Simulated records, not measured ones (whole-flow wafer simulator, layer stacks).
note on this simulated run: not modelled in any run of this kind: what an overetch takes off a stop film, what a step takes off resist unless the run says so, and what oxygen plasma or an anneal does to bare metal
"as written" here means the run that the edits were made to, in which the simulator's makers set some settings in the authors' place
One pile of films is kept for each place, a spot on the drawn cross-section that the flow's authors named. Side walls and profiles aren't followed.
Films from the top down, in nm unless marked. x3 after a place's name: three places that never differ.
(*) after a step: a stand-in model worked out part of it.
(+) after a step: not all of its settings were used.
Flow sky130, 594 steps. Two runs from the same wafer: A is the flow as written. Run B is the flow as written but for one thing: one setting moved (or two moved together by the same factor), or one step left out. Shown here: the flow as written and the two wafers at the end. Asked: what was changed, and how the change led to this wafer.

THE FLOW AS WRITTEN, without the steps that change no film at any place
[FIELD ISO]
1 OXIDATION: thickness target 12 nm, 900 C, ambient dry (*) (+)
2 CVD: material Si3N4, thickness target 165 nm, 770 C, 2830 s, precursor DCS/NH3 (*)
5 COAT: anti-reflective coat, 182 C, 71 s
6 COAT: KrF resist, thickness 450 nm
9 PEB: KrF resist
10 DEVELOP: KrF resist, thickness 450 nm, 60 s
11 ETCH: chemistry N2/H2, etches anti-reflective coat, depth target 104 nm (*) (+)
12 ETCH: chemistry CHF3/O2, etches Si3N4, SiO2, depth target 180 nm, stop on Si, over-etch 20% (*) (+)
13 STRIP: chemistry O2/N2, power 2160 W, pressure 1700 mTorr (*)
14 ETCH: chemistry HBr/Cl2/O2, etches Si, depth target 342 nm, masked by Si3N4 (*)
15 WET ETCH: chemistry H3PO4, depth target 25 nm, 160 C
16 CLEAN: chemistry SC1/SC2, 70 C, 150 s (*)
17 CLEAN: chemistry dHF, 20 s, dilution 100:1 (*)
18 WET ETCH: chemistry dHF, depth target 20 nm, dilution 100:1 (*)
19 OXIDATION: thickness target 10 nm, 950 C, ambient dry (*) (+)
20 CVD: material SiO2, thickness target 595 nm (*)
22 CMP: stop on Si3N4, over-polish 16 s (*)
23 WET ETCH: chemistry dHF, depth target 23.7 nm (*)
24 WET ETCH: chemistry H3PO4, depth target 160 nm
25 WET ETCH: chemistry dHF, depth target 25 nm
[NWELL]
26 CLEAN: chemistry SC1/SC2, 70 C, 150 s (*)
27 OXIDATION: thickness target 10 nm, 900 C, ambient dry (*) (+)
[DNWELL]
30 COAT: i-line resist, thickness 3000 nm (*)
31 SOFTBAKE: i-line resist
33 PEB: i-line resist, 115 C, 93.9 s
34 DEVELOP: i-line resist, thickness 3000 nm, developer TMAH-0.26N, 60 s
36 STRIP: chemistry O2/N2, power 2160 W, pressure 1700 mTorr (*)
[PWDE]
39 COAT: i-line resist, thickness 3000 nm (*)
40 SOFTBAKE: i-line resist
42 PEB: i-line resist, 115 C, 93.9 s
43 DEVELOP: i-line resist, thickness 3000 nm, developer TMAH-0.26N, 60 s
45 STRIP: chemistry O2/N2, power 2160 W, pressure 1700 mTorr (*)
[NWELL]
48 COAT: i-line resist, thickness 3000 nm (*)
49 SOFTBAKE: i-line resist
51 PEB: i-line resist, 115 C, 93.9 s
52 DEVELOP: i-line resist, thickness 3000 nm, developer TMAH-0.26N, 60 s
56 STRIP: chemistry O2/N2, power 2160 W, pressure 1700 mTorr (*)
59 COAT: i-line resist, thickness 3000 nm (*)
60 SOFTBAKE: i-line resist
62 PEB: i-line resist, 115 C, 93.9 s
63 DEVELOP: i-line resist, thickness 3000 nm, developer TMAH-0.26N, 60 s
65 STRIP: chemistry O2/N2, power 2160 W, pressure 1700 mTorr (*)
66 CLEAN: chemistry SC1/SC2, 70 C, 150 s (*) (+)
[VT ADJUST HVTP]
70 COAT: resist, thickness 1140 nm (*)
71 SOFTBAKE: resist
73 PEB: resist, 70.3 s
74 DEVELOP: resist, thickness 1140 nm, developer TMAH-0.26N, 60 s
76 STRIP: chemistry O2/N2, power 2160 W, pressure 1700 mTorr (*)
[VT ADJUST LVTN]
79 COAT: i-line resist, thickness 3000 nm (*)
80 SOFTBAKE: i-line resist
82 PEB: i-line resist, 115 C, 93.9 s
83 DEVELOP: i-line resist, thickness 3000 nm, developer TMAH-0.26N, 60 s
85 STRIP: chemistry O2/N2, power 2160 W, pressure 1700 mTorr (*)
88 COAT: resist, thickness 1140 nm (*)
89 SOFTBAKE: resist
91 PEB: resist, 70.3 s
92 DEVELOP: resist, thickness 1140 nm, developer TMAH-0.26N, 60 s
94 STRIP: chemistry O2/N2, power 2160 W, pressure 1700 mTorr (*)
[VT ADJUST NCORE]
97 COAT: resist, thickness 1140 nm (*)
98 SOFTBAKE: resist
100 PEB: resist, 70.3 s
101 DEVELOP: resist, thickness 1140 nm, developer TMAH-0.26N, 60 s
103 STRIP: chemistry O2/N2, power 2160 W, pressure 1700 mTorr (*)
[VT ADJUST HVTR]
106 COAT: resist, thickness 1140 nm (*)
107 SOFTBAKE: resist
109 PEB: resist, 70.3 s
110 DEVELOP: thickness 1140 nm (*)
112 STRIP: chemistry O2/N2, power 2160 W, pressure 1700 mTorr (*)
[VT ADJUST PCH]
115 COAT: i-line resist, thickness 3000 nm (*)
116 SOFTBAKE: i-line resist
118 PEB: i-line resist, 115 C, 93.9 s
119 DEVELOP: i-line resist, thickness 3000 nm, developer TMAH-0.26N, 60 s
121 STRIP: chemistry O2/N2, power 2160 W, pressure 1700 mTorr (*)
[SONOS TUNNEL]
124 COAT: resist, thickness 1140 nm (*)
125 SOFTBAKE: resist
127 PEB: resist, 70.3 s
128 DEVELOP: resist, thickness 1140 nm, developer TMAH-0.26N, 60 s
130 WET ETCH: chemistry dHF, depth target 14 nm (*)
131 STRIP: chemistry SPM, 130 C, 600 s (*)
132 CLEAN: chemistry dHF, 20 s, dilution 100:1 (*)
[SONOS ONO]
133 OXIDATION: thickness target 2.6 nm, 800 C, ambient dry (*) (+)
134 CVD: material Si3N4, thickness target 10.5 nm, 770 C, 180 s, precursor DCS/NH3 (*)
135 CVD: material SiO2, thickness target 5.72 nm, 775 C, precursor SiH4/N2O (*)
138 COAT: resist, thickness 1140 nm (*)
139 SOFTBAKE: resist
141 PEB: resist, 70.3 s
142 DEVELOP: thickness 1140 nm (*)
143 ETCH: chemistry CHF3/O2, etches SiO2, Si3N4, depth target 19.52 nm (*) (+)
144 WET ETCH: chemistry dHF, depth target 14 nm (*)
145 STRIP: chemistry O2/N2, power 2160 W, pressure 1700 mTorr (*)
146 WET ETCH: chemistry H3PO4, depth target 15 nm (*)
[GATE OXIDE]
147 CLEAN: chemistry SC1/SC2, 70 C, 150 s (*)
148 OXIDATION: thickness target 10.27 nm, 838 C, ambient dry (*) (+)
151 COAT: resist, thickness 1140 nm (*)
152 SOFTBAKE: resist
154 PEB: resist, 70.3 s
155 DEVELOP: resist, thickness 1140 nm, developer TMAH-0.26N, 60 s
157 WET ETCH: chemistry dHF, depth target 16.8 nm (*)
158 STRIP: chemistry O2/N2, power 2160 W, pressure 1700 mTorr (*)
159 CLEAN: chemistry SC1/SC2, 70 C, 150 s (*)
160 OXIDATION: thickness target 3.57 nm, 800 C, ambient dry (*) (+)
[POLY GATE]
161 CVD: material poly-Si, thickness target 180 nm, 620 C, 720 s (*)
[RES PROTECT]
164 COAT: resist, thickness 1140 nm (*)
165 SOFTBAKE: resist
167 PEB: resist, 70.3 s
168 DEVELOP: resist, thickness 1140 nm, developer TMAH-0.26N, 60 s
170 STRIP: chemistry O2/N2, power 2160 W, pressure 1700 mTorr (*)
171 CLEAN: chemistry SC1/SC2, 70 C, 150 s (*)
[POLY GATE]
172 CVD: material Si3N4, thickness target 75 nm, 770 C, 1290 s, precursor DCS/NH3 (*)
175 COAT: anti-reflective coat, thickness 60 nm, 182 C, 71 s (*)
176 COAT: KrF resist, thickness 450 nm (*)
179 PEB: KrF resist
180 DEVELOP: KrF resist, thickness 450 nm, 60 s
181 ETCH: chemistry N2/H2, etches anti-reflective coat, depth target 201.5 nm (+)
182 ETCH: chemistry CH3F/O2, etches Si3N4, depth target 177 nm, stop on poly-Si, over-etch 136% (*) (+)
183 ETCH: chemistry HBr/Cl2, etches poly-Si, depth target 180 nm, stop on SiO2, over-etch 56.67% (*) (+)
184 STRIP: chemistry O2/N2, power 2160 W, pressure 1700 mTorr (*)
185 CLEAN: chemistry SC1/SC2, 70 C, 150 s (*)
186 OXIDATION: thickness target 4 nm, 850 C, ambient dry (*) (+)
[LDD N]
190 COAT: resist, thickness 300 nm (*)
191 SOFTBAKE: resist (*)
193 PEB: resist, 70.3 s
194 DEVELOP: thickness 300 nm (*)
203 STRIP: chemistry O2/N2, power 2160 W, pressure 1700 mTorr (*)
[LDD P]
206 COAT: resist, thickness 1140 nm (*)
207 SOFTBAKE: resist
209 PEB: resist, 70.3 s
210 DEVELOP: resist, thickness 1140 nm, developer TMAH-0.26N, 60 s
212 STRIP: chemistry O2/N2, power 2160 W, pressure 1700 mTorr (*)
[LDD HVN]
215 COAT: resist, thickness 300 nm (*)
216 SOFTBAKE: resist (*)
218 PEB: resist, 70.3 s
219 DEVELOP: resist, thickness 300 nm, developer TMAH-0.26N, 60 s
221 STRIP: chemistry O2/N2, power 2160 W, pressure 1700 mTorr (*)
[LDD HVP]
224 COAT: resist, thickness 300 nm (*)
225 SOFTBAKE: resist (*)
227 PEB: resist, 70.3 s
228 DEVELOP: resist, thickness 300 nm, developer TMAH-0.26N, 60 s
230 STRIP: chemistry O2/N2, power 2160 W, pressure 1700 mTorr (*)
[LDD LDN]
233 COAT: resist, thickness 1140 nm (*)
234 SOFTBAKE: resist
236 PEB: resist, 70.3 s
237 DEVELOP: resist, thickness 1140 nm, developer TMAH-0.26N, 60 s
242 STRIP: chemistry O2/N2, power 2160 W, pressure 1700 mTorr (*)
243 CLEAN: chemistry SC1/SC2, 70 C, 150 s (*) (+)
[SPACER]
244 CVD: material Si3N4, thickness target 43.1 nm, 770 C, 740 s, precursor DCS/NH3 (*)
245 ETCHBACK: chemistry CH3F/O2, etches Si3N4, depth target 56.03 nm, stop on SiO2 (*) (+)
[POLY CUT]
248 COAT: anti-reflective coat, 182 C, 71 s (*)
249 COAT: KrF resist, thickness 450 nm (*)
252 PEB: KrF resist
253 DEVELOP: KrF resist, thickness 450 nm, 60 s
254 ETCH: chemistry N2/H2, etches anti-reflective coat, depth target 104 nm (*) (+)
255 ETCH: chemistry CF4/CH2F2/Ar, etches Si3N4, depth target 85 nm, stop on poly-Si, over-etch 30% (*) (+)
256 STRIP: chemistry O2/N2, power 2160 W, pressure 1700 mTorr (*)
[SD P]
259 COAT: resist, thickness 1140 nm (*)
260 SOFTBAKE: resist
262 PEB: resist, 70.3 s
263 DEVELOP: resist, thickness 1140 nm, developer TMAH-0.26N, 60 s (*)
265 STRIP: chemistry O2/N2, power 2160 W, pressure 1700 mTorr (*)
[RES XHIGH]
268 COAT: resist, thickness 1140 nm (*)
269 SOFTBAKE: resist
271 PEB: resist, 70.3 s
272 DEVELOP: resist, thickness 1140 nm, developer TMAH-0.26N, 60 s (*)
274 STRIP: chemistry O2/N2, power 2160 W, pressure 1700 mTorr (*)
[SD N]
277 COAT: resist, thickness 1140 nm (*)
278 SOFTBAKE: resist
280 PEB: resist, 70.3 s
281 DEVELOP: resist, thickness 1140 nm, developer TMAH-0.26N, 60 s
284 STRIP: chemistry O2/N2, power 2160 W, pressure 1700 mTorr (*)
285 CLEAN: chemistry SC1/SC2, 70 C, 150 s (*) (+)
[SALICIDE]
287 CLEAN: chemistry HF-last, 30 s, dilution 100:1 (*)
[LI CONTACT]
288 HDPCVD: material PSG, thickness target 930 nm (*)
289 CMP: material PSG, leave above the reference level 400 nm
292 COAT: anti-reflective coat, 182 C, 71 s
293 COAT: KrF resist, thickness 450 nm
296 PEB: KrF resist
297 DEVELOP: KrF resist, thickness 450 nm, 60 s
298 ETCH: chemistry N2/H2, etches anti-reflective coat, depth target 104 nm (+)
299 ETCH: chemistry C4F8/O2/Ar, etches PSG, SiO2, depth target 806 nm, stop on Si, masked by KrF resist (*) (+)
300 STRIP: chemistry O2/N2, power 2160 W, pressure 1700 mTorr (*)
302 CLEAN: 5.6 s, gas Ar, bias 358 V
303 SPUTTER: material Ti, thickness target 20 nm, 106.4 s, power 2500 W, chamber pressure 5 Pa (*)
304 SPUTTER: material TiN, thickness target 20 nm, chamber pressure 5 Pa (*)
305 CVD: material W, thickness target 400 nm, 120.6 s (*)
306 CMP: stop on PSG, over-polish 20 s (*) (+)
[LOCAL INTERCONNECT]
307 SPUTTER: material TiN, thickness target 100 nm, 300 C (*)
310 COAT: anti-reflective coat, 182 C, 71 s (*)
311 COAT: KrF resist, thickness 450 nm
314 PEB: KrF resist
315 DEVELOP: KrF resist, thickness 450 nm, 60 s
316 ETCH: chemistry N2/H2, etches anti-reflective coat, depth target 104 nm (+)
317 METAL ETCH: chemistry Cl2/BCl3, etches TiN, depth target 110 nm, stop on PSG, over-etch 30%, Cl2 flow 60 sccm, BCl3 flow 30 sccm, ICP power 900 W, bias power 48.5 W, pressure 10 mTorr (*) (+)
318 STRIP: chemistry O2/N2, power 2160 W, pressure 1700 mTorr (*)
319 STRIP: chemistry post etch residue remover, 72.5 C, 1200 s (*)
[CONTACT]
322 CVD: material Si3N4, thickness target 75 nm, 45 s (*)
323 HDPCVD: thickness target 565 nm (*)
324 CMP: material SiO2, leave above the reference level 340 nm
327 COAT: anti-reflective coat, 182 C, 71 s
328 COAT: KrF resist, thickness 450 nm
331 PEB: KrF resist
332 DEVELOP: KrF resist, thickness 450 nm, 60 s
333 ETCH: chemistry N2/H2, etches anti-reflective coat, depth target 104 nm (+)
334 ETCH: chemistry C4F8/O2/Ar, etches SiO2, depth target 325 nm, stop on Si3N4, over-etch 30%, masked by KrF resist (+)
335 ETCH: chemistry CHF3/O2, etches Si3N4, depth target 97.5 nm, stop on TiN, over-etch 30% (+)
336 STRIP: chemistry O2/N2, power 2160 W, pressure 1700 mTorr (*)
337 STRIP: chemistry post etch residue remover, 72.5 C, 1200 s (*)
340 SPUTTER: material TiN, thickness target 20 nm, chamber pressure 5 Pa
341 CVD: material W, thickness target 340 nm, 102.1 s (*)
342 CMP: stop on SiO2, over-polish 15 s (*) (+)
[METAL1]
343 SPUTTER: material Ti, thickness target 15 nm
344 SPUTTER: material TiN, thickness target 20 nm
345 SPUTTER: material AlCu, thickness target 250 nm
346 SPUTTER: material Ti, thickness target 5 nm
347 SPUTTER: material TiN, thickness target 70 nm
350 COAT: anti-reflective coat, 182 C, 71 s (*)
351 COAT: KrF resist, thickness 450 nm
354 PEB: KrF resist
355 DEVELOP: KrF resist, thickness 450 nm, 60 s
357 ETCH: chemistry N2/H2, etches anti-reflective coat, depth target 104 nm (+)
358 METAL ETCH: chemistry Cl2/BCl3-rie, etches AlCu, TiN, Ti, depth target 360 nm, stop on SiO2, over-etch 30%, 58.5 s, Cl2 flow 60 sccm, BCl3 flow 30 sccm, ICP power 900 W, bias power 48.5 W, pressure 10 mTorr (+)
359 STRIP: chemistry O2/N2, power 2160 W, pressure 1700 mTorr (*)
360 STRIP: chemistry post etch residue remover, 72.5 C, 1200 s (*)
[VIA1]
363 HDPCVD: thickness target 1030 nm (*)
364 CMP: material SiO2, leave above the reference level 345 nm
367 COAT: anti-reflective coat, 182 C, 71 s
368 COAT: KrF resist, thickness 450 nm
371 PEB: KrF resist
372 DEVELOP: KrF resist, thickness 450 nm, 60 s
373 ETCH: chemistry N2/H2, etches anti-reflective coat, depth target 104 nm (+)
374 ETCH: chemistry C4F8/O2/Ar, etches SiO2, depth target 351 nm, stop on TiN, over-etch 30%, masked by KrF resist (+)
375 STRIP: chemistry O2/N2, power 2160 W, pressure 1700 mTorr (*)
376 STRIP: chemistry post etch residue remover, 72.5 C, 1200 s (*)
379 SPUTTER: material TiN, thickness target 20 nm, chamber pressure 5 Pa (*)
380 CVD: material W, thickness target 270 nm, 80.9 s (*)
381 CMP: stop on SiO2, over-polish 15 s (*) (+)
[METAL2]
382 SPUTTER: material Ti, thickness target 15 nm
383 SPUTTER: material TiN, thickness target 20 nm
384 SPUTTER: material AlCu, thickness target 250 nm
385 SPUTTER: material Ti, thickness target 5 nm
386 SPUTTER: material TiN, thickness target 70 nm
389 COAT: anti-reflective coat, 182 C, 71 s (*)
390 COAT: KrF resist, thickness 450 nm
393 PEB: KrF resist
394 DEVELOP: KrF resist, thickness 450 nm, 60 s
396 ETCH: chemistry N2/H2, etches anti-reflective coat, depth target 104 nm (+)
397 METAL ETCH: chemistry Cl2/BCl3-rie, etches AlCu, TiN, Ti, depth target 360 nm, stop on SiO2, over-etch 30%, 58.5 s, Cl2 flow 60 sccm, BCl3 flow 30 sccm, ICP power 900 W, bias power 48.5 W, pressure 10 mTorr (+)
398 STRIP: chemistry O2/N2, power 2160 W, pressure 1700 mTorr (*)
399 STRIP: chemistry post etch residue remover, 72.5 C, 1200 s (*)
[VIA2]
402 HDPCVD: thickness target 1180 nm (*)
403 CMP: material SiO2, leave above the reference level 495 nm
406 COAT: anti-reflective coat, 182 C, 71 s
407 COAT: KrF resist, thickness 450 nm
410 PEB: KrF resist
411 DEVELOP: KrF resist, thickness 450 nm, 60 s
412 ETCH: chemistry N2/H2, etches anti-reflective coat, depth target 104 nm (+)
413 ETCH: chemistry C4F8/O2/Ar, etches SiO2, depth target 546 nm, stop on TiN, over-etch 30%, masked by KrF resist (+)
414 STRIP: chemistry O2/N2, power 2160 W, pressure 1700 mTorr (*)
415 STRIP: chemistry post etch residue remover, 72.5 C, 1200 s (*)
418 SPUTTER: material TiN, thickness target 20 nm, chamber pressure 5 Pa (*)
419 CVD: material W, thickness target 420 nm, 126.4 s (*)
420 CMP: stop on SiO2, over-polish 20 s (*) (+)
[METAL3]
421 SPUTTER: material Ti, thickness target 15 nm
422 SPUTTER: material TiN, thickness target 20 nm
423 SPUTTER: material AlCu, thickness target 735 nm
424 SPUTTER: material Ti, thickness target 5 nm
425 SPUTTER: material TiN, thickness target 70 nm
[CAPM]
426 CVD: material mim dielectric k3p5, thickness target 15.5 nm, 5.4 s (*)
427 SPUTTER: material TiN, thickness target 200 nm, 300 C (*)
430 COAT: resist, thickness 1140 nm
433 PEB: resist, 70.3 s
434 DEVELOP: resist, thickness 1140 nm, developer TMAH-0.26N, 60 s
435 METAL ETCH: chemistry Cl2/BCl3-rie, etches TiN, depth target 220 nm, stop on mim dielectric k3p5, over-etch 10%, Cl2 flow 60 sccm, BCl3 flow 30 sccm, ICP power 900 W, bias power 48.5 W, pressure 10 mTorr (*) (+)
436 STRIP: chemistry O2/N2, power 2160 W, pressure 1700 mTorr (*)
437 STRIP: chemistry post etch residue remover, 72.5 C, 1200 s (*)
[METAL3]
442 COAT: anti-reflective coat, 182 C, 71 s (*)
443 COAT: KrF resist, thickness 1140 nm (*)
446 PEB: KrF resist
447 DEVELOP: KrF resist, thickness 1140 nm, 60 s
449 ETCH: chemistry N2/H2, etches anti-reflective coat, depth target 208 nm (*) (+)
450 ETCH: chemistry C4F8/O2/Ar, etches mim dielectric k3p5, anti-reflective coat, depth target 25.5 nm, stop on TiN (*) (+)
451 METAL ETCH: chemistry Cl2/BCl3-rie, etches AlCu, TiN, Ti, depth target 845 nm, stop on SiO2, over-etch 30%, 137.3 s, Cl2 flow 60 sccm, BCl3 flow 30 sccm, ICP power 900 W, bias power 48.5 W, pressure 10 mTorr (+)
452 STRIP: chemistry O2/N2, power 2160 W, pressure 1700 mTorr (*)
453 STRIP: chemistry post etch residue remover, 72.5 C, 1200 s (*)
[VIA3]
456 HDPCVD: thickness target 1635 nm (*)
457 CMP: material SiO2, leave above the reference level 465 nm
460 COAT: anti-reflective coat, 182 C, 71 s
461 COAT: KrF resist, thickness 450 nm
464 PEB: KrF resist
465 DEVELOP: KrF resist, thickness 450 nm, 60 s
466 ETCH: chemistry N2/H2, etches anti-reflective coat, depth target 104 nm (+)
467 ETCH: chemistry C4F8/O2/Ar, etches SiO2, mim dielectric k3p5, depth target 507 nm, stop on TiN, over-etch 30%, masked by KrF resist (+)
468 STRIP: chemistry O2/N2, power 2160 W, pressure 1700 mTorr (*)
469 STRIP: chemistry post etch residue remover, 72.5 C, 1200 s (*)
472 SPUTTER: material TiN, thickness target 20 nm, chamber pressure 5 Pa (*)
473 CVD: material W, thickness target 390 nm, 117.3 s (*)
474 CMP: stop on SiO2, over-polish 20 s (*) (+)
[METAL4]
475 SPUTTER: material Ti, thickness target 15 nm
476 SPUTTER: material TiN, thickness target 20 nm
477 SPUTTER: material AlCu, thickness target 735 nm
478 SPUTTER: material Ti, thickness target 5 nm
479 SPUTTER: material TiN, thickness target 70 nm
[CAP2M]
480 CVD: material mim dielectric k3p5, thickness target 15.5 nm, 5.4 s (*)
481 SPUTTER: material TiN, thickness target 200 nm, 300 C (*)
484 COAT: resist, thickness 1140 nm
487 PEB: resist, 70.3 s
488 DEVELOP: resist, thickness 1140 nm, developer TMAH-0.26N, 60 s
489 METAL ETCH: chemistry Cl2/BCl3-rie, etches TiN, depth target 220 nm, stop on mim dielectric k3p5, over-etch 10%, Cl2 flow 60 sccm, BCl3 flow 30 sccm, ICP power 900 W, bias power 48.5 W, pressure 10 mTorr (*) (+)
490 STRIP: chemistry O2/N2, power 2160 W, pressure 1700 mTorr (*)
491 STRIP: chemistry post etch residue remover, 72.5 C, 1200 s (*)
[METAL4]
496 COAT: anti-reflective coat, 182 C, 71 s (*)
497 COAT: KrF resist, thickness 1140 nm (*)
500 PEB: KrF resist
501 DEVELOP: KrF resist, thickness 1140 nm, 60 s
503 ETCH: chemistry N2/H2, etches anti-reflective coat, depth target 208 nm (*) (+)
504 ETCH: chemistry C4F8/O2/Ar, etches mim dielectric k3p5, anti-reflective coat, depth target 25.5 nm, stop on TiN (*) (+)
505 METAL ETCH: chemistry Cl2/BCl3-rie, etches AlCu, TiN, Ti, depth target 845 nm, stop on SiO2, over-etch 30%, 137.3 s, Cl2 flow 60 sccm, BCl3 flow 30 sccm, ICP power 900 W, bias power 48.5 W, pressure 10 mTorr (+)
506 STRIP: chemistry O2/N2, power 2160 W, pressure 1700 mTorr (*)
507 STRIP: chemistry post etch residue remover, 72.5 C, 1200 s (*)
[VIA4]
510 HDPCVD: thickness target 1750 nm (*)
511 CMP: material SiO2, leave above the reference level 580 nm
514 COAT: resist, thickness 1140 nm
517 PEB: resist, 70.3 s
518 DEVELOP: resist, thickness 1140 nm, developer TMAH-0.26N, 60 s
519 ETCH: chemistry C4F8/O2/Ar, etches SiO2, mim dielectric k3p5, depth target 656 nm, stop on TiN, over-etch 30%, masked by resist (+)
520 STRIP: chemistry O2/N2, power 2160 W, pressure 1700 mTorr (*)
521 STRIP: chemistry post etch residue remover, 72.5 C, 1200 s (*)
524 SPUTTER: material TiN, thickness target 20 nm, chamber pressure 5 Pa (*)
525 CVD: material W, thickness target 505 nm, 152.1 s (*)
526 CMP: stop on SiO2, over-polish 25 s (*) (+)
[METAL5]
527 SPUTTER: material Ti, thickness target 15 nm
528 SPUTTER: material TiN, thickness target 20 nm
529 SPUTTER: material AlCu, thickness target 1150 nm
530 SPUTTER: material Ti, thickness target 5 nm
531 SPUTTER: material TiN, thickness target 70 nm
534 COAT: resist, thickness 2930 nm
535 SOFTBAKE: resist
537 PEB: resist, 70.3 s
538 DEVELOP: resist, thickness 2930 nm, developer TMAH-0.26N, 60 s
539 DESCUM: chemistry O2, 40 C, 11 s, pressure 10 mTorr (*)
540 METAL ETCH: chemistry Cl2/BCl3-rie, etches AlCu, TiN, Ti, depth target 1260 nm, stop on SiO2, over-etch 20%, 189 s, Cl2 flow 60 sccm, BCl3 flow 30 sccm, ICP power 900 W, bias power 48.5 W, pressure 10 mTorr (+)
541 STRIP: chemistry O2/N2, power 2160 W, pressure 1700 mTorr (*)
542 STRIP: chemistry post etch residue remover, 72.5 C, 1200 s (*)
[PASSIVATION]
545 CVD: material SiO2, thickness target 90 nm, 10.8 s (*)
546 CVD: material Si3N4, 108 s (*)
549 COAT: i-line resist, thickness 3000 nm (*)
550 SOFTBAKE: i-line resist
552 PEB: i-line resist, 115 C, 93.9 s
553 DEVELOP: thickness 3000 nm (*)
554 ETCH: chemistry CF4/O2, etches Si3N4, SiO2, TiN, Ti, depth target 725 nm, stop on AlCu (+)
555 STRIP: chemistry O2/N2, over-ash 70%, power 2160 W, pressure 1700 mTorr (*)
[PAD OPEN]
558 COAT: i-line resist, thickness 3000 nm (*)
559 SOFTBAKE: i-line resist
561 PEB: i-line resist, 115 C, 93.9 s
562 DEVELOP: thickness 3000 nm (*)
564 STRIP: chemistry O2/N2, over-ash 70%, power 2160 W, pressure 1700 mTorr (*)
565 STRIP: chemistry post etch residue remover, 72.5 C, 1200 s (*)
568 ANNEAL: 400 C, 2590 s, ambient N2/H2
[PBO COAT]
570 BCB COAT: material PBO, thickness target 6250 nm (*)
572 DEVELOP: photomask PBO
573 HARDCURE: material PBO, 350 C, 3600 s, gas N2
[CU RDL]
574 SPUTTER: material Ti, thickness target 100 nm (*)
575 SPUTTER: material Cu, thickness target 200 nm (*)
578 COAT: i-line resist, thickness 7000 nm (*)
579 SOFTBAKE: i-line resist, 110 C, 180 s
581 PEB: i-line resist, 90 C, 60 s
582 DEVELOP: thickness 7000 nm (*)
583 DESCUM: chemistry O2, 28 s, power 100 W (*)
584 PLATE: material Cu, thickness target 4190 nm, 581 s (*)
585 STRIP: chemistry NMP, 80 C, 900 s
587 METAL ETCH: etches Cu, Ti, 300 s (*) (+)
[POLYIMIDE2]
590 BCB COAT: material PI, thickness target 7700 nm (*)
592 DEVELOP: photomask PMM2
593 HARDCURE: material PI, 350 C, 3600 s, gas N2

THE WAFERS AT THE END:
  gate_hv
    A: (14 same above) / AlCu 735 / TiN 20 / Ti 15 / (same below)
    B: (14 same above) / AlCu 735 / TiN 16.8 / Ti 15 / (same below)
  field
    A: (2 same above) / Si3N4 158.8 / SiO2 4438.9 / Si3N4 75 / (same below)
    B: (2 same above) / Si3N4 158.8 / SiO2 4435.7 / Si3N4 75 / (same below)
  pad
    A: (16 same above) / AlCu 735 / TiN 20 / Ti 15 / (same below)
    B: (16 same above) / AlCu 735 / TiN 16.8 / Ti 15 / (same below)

The cause: step 422, SPUTTER: thickness target 16.8 nm was run, where the flow has thickness target 20 nm.
It can be read off the wafer: gate_hv has TiN 16.8, and step 422 as written asks for 20 nm.

How the change led to this, step by step:
  422 SPUTTER: material TiN, thickness target 20 nm
      field, active, n_well and 188 more: A TiN +20 (new film) | B TiN +16.8 (new film)
  451 METAL ETCH: chemistry Cl2/BCl3-rie, etches AlCu, TiN, Ti, depth target 845 nm, stop on SiO2, over-etch 30%, 137.3 s, Cl2 flow 60 sccm, BCl3 flow 30 sccm, ICP power 900 W, bias power 48.5 W, pressure 10 mTorr (+)
      field, gate, spacer and 68 more: A TiN -70 (all of it), Ti -5 (all of it), AlCu -735 (all of it), TiN -20 (all of it), Ti -15 (all of it), SiO2 -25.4 | B TiN -70 (all of it), Ti -5 (all of it), AlCu -735 (all of it), TiN -16.8 (all of it), Ti -15 (all of it), SiO2 -25.7
      active, vpp_ln, vpp_iso2 and 11 more: A TiN -70 (all of it), Ti -5 (all of it), AlCu -735 (all of it), TiN -20 (all of it), Ti -15 (all of it), SiO2 -25.3 | B TiN -70 (all of it), Ti -5 (all of it), AlCu -735 (all of it), TiN -16.8 (all of it), Ti -15 (all of it), SiO2 -25.7
